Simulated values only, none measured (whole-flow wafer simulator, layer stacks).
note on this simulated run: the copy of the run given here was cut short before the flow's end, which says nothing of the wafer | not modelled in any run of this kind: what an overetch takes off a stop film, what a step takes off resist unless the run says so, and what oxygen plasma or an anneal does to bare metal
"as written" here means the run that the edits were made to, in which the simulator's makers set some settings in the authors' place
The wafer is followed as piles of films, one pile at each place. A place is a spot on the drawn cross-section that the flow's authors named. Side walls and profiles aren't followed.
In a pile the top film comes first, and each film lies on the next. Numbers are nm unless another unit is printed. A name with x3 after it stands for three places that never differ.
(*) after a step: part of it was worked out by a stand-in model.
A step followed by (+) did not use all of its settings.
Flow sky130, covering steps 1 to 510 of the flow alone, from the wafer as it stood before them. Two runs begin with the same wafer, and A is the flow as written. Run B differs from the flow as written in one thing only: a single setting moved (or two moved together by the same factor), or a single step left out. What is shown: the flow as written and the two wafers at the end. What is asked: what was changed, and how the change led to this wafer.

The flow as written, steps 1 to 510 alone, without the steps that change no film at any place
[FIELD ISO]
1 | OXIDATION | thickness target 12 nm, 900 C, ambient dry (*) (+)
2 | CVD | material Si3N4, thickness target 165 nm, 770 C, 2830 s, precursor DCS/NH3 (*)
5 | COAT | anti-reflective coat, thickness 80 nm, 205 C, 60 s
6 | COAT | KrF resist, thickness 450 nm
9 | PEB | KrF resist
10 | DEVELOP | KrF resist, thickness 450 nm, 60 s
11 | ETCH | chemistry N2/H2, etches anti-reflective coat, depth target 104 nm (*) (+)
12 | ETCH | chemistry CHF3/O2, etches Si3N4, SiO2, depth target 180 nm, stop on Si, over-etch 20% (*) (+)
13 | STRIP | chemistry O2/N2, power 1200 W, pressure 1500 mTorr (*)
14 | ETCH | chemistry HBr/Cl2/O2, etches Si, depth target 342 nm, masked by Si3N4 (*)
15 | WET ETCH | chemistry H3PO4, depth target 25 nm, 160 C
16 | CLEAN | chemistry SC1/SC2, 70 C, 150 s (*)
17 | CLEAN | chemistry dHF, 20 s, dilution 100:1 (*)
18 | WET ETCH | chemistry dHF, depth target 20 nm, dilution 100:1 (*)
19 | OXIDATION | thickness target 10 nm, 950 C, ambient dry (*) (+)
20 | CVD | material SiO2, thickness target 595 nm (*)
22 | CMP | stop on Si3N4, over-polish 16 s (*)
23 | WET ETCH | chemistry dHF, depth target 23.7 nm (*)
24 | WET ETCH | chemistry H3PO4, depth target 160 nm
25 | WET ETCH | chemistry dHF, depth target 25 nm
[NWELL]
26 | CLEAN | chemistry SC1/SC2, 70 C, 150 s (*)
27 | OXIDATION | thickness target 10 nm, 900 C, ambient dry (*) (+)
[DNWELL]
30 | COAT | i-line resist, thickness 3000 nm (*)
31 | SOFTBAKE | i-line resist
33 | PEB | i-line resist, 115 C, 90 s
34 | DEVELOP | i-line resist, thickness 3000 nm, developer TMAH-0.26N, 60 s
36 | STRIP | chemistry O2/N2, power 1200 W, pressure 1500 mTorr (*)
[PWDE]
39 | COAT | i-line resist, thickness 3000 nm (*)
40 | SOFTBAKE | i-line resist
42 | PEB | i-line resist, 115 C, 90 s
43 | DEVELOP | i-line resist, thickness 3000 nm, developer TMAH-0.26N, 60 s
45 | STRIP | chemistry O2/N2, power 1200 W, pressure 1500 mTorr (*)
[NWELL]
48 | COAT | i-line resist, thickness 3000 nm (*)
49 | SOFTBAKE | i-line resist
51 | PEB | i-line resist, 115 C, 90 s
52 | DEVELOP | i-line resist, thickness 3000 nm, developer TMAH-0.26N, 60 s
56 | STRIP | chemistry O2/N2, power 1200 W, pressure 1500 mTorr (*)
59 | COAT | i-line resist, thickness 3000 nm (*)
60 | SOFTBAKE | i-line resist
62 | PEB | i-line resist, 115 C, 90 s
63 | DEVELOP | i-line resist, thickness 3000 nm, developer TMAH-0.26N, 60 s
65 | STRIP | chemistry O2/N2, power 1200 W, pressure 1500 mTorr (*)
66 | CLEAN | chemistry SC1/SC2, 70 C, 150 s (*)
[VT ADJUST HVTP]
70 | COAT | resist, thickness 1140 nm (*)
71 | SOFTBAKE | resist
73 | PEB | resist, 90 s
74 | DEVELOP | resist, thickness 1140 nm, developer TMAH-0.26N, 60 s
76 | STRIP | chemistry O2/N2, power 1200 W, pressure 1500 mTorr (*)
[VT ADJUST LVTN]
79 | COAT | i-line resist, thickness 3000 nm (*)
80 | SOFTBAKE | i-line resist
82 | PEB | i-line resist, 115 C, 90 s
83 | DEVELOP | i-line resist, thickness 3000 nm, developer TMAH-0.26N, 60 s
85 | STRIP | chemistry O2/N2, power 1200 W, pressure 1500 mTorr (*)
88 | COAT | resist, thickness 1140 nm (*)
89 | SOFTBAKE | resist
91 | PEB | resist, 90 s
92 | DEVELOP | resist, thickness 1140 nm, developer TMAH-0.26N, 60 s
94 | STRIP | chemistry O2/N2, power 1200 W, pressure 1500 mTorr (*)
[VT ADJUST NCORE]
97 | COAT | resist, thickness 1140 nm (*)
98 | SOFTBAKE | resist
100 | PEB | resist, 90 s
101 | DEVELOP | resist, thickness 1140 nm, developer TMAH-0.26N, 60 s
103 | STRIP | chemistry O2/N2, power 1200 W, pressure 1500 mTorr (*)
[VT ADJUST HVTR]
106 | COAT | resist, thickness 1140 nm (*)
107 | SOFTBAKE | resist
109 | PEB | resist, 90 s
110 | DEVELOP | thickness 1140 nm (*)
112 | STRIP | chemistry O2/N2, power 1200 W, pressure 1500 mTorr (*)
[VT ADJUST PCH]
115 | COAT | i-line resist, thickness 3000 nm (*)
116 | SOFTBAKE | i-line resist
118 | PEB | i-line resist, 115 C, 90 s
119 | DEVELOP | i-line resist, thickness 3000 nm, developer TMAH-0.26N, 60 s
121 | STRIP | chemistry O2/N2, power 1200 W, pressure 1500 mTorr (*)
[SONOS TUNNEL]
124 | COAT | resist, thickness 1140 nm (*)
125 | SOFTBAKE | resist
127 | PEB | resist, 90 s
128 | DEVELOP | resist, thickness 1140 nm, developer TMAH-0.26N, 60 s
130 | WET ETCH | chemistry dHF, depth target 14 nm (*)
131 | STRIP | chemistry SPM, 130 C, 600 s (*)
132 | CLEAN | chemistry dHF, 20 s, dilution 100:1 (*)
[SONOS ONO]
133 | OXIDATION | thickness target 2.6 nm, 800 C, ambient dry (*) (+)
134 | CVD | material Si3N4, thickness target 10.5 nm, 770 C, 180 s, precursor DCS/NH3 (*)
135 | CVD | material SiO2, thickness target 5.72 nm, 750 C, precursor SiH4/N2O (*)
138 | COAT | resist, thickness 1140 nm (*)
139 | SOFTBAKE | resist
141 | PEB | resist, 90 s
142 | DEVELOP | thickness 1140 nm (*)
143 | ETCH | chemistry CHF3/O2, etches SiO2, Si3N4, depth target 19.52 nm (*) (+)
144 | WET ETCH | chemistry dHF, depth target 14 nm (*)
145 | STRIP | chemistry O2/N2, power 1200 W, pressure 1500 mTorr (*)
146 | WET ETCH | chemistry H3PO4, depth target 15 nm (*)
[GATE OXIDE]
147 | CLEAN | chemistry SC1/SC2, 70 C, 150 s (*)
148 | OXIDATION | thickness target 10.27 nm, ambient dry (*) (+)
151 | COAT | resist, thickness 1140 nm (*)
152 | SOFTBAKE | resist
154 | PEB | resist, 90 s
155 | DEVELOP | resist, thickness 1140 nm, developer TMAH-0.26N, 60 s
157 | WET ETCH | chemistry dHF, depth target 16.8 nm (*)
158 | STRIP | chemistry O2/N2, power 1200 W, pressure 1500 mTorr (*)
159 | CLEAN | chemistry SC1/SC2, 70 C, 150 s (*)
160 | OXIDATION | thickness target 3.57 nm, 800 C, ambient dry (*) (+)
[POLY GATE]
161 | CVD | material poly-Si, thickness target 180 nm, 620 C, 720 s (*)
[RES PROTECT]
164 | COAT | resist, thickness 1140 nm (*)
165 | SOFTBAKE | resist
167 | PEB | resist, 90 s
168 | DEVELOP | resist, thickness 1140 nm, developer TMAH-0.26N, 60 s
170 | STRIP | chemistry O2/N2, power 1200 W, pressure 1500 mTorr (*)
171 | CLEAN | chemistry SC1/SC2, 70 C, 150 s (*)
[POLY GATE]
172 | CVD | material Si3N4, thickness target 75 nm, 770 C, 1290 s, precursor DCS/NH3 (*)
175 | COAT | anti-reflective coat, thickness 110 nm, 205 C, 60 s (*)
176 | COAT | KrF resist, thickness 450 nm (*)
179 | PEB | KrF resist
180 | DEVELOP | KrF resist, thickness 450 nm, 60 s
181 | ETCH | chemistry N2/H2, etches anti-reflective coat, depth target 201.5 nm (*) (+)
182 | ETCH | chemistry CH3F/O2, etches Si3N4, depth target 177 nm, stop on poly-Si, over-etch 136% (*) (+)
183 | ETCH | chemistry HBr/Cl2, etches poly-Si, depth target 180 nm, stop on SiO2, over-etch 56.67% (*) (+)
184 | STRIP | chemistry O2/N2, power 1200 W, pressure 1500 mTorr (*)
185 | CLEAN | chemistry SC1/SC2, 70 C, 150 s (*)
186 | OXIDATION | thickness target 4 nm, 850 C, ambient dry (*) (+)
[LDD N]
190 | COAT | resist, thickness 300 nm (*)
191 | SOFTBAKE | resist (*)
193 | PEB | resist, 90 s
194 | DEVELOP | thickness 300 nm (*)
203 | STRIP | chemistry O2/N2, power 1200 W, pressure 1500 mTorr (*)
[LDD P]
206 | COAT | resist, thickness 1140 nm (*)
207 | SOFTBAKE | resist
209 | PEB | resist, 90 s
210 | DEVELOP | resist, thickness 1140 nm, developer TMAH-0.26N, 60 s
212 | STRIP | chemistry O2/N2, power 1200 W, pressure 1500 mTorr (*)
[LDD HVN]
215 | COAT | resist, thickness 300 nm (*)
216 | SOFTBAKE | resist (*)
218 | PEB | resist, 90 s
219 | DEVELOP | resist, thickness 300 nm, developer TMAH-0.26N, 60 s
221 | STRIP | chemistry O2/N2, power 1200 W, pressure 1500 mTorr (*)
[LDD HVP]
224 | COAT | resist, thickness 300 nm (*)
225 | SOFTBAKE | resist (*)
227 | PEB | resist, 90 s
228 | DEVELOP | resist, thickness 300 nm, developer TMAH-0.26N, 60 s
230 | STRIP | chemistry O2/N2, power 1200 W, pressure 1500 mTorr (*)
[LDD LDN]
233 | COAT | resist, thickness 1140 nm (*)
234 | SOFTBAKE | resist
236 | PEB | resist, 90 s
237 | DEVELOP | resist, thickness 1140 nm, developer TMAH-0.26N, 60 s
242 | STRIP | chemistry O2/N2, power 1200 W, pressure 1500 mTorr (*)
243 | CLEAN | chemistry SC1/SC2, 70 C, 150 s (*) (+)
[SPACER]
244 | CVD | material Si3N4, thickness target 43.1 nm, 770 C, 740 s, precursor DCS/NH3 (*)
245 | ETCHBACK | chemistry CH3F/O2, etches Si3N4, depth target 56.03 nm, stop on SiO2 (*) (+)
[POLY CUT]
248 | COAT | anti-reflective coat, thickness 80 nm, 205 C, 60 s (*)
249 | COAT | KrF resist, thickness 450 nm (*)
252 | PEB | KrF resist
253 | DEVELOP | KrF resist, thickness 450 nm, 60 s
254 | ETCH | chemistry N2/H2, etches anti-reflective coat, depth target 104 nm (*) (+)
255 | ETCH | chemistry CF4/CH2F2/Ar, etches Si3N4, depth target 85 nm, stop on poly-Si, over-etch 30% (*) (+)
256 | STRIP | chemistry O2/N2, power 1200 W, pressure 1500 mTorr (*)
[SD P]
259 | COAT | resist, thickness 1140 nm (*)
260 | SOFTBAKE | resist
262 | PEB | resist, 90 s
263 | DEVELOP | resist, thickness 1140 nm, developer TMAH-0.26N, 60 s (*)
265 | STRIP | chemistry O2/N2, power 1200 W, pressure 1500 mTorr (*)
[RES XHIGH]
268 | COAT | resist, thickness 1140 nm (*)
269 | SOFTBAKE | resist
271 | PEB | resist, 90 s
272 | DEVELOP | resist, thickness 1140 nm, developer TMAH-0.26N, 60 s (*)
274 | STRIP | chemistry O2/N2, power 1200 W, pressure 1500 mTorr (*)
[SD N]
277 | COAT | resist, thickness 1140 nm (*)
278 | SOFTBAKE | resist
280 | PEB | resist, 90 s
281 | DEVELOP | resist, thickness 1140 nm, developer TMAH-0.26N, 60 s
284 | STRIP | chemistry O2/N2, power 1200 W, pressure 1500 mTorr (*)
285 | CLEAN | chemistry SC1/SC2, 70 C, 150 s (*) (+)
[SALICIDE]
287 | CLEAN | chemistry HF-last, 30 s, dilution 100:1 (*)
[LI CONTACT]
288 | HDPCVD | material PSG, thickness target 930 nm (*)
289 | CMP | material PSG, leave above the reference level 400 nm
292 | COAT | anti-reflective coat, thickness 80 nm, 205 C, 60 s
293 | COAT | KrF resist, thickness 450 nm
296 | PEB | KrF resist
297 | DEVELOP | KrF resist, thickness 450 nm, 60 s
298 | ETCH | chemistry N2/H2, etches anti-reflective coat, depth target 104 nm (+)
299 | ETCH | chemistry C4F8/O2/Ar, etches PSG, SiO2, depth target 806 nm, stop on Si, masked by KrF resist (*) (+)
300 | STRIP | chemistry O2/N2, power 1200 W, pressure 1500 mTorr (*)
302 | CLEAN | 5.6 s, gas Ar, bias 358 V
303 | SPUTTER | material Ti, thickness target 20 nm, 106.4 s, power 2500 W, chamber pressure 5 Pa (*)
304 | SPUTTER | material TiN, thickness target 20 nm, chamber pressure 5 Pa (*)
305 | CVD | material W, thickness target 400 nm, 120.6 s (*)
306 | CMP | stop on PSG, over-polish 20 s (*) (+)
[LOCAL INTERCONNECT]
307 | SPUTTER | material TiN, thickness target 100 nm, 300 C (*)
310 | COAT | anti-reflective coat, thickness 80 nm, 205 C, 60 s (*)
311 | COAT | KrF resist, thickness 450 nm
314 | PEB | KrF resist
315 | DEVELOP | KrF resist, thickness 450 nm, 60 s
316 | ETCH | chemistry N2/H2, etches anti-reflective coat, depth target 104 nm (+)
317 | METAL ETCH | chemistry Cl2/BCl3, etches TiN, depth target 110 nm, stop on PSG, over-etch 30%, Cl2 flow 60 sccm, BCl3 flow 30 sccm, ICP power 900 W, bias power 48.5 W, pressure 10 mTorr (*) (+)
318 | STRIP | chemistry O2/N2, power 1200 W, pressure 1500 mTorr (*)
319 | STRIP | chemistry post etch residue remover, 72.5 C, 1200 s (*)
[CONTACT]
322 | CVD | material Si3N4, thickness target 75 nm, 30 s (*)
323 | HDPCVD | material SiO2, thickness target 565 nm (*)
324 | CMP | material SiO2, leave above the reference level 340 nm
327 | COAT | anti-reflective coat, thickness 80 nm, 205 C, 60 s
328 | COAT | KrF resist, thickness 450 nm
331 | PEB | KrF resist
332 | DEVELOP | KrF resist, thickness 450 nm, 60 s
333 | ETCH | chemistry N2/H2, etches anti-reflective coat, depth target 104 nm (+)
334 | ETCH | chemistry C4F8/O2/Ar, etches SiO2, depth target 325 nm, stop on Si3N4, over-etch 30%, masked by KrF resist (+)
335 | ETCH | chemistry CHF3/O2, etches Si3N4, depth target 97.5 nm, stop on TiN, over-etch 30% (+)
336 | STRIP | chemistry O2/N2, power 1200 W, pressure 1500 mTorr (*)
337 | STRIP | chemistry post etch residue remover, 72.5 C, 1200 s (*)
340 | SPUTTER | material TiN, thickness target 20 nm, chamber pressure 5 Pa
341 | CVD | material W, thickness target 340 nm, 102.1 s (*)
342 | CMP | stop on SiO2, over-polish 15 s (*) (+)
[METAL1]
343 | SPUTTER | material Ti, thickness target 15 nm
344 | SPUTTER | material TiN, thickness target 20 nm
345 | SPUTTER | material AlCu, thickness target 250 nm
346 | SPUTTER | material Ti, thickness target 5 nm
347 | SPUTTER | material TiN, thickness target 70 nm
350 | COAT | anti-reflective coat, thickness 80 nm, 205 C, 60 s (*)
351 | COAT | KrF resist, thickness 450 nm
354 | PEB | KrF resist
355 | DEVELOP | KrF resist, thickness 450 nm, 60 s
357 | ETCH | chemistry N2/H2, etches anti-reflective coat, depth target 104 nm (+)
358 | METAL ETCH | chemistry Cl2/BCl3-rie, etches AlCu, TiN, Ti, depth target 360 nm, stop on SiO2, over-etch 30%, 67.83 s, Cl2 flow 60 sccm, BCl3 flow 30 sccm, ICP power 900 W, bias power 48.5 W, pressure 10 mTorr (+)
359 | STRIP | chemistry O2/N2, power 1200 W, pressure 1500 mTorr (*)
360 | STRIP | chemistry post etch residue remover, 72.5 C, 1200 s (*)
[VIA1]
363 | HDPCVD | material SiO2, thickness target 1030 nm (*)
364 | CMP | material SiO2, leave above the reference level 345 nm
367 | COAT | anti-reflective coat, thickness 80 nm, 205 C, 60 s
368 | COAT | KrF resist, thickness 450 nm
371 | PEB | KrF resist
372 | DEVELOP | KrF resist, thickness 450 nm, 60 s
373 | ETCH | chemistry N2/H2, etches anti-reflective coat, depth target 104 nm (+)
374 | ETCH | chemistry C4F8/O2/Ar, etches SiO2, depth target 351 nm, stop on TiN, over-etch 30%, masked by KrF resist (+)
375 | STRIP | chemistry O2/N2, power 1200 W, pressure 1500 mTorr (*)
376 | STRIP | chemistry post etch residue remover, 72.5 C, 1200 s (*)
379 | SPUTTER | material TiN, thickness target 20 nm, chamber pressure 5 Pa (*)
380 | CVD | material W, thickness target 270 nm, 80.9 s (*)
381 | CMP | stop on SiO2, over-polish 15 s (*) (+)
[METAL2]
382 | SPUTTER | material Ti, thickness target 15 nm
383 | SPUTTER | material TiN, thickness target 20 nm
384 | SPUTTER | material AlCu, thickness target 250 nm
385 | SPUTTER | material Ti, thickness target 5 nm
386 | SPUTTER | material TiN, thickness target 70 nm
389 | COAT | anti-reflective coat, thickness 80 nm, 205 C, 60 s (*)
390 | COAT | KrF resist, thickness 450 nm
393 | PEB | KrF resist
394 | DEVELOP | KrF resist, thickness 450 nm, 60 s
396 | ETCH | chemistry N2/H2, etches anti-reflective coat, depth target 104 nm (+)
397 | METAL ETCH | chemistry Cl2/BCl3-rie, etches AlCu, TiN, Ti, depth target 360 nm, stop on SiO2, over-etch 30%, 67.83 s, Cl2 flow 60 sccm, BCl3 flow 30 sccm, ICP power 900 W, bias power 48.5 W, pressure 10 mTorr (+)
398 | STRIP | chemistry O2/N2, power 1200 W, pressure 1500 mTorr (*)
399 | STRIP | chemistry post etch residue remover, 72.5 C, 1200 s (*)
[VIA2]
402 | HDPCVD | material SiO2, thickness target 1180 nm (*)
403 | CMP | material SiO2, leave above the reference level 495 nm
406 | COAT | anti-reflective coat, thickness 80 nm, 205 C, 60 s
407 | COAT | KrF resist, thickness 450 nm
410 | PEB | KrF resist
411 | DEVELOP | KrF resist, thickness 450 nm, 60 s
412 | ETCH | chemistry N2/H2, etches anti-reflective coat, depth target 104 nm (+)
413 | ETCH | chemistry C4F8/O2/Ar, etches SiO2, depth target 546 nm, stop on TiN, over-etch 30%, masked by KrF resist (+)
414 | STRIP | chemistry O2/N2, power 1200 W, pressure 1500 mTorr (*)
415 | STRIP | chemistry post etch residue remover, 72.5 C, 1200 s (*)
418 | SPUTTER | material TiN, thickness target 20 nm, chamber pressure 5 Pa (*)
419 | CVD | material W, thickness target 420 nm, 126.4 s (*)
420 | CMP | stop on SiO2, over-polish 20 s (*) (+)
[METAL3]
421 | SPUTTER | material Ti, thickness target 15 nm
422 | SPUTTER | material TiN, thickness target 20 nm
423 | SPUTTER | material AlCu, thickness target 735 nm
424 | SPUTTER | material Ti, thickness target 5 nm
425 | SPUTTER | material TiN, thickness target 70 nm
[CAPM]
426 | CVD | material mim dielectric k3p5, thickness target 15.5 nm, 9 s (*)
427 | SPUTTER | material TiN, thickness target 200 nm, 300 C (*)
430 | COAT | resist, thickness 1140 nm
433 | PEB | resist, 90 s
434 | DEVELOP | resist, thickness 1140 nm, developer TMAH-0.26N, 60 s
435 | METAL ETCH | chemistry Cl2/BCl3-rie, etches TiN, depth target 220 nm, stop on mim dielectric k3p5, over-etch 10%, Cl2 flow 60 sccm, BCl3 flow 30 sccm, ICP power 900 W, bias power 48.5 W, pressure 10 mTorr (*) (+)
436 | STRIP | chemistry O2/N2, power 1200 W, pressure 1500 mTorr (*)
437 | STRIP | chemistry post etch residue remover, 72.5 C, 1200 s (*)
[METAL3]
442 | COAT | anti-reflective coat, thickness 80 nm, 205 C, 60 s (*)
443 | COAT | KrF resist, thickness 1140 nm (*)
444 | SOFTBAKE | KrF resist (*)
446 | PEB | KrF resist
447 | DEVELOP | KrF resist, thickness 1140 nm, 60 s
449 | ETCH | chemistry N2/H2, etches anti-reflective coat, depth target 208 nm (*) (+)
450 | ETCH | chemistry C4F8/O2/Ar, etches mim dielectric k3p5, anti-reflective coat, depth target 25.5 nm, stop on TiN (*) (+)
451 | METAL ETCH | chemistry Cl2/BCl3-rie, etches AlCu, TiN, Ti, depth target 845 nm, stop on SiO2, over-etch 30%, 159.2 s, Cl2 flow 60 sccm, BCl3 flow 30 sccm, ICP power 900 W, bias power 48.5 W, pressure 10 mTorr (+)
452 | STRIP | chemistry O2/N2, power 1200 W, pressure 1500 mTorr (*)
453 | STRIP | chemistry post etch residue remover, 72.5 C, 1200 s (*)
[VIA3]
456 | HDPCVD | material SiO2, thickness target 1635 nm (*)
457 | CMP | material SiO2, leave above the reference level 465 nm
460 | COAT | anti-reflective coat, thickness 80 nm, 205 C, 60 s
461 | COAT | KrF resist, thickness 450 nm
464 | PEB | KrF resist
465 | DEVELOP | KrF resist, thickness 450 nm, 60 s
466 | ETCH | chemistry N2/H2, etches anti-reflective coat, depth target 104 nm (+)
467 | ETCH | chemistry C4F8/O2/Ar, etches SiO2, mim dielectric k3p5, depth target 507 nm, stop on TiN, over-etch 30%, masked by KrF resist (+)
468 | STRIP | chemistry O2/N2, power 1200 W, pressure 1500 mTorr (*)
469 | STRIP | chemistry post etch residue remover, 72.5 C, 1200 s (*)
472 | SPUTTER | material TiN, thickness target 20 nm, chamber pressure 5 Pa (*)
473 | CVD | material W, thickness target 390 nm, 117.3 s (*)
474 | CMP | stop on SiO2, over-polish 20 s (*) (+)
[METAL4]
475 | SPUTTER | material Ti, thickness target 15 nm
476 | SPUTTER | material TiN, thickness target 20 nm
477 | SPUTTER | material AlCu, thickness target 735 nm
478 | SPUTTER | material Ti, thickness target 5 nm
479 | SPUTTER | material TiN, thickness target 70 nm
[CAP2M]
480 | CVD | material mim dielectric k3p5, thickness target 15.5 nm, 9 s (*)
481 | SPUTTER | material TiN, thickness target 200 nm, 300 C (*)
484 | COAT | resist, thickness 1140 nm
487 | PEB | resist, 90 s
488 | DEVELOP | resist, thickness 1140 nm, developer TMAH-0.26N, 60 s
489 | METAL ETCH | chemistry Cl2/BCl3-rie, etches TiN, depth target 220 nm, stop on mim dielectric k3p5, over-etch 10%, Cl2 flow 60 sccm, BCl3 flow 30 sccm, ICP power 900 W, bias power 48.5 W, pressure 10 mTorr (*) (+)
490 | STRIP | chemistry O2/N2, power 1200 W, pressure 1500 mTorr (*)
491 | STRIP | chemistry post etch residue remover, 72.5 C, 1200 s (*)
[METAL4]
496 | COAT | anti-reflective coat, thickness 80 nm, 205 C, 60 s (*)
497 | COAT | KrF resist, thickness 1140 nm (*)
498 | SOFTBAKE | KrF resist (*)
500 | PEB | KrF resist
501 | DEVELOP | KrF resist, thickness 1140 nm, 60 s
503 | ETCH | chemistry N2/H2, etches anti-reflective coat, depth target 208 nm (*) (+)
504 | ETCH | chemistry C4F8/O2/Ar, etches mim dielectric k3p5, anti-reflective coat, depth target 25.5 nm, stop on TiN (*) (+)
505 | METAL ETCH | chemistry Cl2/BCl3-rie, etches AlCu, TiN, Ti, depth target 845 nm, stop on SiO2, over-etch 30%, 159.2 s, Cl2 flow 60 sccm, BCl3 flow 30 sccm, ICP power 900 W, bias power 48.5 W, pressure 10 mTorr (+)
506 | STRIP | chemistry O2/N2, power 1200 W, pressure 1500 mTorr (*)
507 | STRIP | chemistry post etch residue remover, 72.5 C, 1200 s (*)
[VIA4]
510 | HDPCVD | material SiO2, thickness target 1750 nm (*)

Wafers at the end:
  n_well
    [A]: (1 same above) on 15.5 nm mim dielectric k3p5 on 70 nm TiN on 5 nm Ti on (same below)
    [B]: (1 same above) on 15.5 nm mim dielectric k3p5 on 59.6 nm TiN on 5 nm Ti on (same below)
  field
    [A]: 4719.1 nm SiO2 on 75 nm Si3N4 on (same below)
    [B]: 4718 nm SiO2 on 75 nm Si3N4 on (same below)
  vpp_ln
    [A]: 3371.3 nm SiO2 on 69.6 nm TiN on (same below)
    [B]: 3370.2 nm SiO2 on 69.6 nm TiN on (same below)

What caused this: step 479, SPUTTER: thickness target 59.6 nm was run, though the flow has thickness target 70 nm.
The wafer itself shows it: n_well has TiN 59.6, and step 479 as written asks for 70 nm.

Step by step, how the change led to this:
  479 | SPUTTER | material TiN, thickness target 70 nm
      field, active, n_well and 189 more: A TiN gains 70 (new film) | B TiN gains 59.6 (new film)
  505 | METAL ETCH | chemistry Cl2/BCl3-rie, etches AlCu, TiN, Ti, depth target 845 nm, stop on SiO2, over-etch 30%, 159.2 s, Cl2 flow 60 sccm, BCl3 flow 30 sccm, ICP power 900 W, bias power 48.5 W, pressure 10 mTorr (+)
      field, active, gate and 70 more: A TiN loses 70 (all of it), Ti loses 5 (all of it), AlCu loses 735 (all of it), TiN loses 20 (all of it), Ti loses 15 (all of it), SiO2 loses 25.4 | B TiN loses 59.6 (all of it), Ti loses 5 (all of it), AlCu loses 735 (all of it), TiN loses 20 (all of it), Ti loses 15 (all of it), SiO2 loses 26.4
      vpp_iso1, mim_edge_plate, m1_ln and 12 more: A TiN loses 70 (all of it), Ti loses 5 (all of it), AlCu loses 735 (all of it), TiN loses 20 (all of it), Ti loses 15 (all of it), SiO2 loses 25.3 | B TiN loses 59.6 (all of it), Ti loses 5 (all of it), AlCu loses 735 (all of it), TiN loses 20 (all of it), Ti loses 15 (all of it), SiO2 loses 26.4
